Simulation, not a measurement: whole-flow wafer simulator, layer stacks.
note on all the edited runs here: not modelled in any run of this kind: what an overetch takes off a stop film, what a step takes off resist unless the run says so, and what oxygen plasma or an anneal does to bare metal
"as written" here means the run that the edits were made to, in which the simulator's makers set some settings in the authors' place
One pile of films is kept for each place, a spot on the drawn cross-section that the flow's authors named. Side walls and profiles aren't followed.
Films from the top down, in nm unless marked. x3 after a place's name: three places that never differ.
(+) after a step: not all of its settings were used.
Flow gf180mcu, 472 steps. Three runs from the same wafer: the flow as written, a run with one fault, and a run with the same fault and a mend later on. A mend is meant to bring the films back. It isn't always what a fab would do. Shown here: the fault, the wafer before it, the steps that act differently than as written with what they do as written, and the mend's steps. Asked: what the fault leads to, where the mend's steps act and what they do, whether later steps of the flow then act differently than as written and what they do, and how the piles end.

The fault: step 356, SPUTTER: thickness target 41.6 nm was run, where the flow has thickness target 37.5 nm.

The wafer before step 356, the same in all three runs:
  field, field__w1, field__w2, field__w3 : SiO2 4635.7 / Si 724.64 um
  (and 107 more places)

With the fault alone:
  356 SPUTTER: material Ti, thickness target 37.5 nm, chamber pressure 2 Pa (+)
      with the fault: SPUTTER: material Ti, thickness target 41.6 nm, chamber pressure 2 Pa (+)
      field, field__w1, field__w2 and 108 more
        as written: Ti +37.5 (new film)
        with the fault: Ti +41.6 (new film)
  Later steps of the flow that act differently than as written (1 more step differs only slightly, by at most 2% or 0.5 nm, whichever is larger, and isn't shown):
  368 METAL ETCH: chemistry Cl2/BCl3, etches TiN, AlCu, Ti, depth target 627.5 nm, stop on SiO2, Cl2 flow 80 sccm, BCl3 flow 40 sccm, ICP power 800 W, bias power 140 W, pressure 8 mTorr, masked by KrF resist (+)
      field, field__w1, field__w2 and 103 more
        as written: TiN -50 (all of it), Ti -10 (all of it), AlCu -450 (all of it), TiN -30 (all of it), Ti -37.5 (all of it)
        with the fault: TiN -50 (all of it), Ti -10 (all of it), AlCu -450 (all of it), TiN -30 (all of it), Ti -41.6 (all of it)
  At the end the piles differ from the flow's by more than 2% or 0.5 nm, whichever is larger, at field__w8, contact, m1, m1__w1, m1_nw.
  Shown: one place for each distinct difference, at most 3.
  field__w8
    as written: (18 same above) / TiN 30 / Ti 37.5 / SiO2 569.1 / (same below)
    with the fault: (18 same above) / TiN 30 / Ti 41.6 / SiO2 569.1 / (same below)
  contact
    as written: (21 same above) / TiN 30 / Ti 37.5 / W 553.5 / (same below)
    with the fault: (21 same above) / TiN 30 / Ti 41.6 / W 553.5 / (same below)

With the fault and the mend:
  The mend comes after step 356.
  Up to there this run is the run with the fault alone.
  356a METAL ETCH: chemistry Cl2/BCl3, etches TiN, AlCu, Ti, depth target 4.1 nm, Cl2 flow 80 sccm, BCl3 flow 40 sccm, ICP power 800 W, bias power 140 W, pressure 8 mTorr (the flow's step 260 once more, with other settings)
      field, field__w1, field__w2 and 108 more
        Ti -4.1
  No later step of the flow acts differently than as written at any place that is followed.
  At the end the piles are the same as the flow's at every place that both follow.
